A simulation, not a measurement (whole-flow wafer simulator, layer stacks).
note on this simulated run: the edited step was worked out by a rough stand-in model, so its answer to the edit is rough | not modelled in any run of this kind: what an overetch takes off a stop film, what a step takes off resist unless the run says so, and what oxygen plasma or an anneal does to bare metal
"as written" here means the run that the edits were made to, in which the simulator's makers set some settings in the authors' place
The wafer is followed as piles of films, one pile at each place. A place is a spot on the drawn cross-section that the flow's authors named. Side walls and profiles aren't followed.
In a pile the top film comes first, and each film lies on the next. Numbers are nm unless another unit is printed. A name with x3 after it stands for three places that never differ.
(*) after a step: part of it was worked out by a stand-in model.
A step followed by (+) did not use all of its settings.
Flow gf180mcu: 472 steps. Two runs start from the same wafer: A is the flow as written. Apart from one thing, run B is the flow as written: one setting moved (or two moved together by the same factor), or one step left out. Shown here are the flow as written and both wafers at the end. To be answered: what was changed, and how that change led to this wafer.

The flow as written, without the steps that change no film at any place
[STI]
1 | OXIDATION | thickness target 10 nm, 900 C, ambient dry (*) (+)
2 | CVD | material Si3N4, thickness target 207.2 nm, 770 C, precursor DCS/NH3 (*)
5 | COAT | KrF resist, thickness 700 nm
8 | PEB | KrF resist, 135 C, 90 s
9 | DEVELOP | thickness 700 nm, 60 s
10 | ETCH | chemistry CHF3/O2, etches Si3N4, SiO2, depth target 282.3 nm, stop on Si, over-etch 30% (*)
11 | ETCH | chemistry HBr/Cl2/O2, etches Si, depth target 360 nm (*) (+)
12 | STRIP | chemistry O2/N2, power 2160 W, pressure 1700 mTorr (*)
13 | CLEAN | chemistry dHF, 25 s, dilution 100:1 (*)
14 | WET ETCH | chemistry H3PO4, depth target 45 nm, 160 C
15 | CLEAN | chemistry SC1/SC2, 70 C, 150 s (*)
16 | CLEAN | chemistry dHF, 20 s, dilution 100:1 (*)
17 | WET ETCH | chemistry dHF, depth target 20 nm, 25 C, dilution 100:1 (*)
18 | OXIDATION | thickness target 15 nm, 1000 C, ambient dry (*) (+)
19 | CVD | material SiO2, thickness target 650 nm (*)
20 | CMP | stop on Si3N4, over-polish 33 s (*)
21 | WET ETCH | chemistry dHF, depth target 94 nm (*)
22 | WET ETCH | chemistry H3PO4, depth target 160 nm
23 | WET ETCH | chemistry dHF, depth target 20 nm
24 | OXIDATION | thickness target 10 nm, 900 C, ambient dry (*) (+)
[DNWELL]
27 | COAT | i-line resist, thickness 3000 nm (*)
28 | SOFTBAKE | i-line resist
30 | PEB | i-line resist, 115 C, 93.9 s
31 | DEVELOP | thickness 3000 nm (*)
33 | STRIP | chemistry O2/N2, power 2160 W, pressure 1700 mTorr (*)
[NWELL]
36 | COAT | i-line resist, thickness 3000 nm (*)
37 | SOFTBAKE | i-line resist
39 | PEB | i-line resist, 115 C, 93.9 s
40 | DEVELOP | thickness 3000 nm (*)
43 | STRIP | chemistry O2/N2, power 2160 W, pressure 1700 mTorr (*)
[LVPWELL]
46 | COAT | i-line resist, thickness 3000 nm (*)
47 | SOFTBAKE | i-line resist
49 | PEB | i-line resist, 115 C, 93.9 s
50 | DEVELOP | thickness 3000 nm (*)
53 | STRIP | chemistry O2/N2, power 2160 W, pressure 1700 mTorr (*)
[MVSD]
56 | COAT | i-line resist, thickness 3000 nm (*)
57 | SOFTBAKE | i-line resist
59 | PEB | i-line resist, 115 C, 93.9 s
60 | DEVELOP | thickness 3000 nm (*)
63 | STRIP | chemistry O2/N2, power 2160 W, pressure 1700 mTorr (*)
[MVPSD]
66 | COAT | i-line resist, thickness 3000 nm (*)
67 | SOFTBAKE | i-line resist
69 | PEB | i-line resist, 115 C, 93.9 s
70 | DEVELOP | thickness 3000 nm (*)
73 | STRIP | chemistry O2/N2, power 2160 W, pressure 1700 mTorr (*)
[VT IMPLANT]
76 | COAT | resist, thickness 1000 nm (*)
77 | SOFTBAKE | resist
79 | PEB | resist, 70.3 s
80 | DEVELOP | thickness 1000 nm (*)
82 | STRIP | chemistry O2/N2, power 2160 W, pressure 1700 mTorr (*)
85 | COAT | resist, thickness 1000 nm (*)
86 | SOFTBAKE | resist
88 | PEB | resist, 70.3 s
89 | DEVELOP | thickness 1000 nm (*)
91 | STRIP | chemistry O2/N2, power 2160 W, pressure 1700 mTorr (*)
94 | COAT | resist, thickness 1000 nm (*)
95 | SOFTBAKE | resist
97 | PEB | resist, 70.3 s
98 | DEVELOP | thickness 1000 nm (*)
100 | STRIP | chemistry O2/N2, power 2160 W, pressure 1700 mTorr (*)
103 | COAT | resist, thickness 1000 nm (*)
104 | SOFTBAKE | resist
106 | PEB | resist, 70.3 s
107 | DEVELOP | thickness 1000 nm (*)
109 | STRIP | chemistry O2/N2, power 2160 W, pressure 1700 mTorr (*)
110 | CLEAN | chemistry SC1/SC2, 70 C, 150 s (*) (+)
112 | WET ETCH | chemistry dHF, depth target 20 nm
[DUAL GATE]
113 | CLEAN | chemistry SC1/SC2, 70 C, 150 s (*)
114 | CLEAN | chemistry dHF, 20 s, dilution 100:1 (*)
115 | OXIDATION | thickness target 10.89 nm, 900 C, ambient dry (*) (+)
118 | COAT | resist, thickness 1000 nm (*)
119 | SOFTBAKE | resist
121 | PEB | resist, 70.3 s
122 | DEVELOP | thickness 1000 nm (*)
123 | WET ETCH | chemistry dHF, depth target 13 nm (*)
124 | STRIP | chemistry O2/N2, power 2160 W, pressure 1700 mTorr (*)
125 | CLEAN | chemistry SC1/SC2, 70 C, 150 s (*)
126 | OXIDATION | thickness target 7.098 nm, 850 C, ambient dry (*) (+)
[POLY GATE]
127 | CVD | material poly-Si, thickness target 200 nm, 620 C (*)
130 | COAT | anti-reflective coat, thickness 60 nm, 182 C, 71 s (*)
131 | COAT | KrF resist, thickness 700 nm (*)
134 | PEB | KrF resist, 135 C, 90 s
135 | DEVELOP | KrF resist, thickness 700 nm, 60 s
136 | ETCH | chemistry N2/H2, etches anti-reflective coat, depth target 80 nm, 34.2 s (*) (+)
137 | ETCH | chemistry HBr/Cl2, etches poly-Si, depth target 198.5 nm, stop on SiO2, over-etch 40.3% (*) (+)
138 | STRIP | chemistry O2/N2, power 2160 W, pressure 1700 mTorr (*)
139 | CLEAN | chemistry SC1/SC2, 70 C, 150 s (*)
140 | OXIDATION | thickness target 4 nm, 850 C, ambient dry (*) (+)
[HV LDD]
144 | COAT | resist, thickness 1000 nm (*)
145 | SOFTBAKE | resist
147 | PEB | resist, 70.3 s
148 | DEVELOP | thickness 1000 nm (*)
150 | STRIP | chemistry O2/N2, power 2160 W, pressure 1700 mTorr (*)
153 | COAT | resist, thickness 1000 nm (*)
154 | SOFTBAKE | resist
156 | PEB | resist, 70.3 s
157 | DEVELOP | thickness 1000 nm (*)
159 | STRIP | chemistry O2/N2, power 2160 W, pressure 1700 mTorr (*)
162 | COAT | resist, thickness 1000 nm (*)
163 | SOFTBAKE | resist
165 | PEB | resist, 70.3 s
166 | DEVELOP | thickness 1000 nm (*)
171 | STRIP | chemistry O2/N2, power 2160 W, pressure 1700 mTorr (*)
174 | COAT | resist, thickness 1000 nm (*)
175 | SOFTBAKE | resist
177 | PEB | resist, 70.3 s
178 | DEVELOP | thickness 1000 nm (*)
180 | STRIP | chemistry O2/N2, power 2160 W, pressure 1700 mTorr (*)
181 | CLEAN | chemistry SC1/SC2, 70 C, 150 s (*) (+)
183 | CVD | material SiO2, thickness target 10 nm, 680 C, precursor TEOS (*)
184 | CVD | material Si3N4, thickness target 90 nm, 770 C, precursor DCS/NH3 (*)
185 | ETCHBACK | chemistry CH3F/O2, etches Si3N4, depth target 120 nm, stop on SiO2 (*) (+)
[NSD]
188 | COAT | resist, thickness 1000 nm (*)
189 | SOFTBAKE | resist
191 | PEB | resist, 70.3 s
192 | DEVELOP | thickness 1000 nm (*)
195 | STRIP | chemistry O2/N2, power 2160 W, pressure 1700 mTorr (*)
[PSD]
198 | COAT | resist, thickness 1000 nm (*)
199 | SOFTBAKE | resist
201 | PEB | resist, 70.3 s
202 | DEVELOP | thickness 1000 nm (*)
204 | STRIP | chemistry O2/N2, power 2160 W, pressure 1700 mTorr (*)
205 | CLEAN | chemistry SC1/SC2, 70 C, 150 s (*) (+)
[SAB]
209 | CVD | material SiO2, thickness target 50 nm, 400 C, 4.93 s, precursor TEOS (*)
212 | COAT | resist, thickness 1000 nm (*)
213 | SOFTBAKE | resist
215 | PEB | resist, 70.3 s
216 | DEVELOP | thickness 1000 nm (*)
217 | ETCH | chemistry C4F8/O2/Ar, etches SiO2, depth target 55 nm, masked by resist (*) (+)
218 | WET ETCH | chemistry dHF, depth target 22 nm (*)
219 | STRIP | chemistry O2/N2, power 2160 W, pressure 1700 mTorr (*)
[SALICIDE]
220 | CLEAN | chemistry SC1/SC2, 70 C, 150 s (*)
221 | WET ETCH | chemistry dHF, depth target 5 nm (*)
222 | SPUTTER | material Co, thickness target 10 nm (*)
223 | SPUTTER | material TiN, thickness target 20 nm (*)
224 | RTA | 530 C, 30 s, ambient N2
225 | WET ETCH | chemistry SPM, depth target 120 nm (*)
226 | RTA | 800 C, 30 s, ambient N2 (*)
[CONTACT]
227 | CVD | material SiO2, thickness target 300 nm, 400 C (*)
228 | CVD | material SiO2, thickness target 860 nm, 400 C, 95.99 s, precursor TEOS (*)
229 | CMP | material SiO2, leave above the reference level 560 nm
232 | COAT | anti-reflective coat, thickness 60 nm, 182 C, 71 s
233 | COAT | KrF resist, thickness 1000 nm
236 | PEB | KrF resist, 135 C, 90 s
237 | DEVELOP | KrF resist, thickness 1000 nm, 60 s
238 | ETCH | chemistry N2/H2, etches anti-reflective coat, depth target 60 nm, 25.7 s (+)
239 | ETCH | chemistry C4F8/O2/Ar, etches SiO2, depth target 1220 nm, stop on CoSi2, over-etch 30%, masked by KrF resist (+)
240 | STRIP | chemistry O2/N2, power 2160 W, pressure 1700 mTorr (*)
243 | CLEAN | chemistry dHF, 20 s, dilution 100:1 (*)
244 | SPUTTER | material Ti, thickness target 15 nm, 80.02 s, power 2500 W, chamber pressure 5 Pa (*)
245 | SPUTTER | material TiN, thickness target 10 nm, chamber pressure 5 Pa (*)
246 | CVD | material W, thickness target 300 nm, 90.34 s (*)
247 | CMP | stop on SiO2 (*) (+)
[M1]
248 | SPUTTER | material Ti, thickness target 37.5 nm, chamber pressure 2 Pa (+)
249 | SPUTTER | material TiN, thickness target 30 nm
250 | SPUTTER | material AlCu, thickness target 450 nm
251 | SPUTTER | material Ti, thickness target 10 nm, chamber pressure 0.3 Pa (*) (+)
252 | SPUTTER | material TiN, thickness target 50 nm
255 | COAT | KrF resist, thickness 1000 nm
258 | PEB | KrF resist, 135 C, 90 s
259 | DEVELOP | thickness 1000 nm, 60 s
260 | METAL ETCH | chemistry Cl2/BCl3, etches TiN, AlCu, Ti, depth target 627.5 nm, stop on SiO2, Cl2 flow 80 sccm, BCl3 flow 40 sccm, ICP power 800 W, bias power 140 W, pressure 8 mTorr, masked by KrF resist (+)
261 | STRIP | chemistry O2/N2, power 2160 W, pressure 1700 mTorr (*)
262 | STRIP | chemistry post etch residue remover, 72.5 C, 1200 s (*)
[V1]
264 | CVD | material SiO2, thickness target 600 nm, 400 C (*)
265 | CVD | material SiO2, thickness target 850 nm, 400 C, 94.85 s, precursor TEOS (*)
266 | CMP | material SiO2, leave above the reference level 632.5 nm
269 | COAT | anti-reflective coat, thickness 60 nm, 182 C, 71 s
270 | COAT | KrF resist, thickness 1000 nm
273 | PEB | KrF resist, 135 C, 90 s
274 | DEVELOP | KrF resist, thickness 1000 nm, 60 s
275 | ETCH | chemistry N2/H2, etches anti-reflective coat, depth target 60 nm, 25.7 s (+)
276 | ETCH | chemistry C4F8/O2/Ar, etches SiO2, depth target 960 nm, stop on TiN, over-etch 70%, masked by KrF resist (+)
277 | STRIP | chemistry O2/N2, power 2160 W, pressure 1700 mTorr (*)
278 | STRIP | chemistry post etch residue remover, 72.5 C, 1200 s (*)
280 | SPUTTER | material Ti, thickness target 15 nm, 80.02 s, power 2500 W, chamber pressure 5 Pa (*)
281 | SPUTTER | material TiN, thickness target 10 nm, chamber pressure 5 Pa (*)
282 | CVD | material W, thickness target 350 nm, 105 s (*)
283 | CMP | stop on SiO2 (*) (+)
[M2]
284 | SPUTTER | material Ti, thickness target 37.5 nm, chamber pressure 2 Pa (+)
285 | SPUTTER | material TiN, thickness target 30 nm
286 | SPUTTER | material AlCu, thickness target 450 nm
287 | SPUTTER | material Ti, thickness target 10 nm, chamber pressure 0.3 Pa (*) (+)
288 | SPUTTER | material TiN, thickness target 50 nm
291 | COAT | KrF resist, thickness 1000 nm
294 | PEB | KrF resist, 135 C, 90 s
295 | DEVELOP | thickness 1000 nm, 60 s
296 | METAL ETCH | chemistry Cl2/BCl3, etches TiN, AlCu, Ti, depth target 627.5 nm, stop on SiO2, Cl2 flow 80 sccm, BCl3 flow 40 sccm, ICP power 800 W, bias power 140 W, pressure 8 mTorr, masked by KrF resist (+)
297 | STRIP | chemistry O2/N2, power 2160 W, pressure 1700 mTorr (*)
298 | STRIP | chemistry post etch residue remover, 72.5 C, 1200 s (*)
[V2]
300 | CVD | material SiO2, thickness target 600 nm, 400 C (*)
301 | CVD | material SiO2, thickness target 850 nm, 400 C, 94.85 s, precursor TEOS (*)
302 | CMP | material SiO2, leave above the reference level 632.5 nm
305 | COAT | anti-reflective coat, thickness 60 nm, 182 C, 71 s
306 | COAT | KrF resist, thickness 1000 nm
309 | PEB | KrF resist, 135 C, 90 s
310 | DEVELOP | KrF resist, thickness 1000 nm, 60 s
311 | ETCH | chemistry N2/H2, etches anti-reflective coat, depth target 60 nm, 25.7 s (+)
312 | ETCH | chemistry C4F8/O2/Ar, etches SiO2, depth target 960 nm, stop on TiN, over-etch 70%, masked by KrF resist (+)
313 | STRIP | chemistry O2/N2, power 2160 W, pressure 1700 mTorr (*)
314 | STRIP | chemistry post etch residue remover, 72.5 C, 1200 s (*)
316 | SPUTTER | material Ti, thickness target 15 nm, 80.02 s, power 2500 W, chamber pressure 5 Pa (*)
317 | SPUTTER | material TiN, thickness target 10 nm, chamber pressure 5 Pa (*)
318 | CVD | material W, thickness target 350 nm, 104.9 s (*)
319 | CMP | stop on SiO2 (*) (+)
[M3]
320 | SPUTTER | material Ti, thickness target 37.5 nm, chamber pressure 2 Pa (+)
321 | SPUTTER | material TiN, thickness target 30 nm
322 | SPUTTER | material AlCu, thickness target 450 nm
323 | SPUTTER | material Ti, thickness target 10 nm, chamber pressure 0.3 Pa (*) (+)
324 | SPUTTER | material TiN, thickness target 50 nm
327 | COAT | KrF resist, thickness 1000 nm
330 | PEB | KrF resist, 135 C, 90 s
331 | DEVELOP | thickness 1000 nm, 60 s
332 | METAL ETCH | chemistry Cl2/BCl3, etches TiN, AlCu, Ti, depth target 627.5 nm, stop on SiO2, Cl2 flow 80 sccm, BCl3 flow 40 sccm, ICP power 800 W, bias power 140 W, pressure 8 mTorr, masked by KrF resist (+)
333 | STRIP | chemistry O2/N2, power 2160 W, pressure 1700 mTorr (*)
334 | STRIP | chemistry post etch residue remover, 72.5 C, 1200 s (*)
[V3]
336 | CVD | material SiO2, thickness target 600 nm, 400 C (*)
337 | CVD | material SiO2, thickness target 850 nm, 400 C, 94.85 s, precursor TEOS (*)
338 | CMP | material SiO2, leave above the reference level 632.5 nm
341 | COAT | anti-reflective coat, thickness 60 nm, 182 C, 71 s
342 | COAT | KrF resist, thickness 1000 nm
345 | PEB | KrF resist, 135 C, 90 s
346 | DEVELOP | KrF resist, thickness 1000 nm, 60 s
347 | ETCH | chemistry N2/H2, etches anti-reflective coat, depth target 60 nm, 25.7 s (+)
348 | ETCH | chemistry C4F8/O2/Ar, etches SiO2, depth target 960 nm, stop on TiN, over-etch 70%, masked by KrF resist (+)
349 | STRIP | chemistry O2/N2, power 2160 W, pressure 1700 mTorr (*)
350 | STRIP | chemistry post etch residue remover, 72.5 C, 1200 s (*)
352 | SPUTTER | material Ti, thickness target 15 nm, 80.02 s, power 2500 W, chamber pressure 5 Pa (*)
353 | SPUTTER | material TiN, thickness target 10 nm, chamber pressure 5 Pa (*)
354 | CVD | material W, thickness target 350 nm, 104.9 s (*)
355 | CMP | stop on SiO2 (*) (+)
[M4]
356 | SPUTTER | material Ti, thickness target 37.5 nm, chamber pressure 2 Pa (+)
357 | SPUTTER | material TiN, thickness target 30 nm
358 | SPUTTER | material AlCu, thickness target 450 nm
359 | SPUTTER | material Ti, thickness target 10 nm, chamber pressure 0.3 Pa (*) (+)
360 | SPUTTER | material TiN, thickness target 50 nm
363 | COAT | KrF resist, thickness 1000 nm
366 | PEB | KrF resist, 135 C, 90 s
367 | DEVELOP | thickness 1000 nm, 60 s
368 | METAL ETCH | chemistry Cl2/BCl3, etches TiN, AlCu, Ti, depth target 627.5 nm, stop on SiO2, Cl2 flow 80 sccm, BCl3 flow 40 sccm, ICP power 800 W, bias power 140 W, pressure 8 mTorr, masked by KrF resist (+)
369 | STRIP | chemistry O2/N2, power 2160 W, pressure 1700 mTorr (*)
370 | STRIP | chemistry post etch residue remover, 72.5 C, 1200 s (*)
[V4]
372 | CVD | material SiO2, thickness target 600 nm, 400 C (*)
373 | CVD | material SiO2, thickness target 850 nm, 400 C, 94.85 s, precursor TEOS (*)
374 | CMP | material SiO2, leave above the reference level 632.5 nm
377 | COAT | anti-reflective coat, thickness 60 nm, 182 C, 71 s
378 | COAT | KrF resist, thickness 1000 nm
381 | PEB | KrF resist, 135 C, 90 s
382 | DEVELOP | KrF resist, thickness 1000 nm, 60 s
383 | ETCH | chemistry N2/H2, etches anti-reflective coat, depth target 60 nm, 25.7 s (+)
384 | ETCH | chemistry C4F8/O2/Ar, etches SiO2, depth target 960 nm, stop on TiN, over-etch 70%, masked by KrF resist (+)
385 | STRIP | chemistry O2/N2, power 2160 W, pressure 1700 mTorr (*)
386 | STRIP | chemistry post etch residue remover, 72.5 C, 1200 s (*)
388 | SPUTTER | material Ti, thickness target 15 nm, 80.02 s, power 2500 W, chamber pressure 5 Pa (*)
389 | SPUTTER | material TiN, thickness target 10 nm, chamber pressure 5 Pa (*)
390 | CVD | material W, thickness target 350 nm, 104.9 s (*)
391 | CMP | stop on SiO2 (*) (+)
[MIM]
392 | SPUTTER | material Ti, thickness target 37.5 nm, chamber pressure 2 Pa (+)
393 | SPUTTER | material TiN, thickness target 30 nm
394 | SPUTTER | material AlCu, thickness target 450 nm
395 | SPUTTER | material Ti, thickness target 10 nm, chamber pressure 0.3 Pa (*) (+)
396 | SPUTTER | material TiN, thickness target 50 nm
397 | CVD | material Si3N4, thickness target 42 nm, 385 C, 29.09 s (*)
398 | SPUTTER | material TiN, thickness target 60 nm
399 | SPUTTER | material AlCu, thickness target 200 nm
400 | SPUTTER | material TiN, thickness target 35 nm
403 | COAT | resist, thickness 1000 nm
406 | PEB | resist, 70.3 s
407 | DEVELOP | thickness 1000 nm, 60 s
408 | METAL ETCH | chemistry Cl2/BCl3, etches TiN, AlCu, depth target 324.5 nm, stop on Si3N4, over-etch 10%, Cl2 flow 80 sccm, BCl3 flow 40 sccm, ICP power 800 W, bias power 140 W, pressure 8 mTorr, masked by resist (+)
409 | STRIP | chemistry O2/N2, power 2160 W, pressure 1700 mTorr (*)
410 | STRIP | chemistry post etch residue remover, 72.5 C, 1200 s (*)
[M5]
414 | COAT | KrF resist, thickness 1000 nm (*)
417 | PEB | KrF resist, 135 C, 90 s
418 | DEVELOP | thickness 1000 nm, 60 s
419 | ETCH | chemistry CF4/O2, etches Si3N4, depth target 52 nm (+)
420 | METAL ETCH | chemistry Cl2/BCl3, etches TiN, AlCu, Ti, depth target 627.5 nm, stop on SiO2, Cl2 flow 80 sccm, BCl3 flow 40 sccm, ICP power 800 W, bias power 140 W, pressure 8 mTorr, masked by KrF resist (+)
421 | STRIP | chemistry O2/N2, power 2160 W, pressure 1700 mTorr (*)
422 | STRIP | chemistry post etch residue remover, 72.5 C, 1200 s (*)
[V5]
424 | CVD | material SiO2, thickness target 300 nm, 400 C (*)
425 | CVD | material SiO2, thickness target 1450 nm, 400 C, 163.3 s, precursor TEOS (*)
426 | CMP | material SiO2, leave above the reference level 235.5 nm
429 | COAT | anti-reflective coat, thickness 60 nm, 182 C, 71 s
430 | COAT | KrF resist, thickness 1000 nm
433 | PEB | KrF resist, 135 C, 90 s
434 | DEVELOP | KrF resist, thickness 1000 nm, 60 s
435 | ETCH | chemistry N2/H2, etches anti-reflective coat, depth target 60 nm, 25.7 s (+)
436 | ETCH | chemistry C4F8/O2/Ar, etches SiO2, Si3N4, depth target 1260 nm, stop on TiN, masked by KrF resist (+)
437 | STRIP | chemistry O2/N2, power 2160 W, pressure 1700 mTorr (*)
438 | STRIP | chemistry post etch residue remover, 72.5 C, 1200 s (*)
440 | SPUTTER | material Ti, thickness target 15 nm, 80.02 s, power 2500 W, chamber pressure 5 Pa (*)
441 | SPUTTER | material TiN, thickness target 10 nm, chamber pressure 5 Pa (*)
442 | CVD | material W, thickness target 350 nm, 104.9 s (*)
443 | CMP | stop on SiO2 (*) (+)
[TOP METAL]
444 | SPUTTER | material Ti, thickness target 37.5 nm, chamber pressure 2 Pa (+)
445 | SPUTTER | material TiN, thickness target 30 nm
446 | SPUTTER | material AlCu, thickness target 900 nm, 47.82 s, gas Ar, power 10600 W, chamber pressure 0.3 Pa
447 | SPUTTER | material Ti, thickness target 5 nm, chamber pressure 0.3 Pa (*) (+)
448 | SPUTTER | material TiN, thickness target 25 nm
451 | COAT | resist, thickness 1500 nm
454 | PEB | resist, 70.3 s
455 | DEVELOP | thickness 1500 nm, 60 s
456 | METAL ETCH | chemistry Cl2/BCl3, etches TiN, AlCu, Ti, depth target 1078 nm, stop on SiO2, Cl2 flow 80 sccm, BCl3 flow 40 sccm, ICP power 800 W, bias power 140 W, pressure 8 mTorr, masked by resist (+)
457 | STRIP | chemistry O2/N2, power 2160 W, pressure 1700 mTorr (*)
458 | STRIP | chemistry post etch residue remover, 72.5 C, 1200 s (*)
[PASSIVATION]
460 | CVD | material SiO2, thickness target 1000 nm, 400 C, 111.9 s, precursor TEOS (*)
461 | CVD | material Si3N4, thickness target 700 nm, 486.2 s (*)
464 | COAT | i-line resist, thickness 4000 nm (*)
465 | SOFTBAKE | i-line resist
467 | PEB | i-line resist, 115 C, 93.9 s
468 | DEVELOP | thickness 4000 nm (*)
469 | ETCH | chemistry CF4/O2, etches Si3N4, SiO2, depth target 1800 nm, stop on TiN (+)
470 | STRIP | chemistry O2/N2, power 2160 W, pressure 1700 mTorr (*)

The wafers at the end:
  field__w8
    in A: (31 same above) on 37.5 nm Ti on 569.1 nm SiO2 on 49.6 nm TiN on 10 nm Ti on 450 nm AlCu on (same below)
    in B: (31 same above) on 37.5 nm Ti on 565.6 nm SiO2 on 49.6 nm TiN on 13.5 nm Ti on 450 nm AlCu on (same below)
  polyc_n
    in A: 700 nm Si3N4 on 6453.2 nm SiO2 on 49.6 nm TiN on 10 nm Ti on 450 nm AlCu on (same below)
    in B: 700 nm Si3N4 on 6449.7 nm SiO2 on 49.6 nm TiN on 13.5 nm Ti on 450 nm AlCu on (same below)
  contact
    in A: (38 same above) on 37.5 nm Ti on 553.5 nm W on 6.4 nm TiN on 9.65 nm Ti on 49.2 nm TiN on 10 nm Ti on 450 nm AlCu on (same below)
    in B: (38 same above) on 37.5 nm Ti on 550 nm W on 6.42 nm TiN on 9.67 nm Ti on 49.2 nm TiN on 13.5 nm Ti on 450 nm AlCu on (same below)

What caused this: step 251, SPUTTER: thickness target 13.5 nm was run, while the flow as written has thickness target 10 nm.
One can read it off the wafer: field__w8 has Ti 13.5, and step 251 as written asks for 10 nm.

How this came from the change, step by step:
  251 | SPUTTER | material Ti, thickness target 10 nm, chamber pressure 0.3 Pa (*) (+)
      field, field__w1, field__w2 and 108 more: A Ti gains 10 (new film) | B Ti gains 13.5 (new film)
  260 | METAL ETCH | chemistry Cl2/BCl3, etches TiN, AlCu, Ti, depth target 627.5 nm, stop on SiO2, Cl2 flow 80 sccm, BCl3 flow 40 sccm, ICP power 800 W, bias power 140 W, pressure 8 mTorr, masked by KrF resist (+)
      field, field__w1, field__w2 and 99 more: A TiN loses 50 (all of it), Ti loses 10 (all of it), AlCu loses 450 (all of it), TiN loses 30 (all of it), Ti loses 37.5 (all of it) | B TiN loses 50 (all of it), Ti loses 13.5 (all of it), AlCu loses 450 (all of it), TiN loses 30 (all of it), Ti loses 37.5 (all of it)
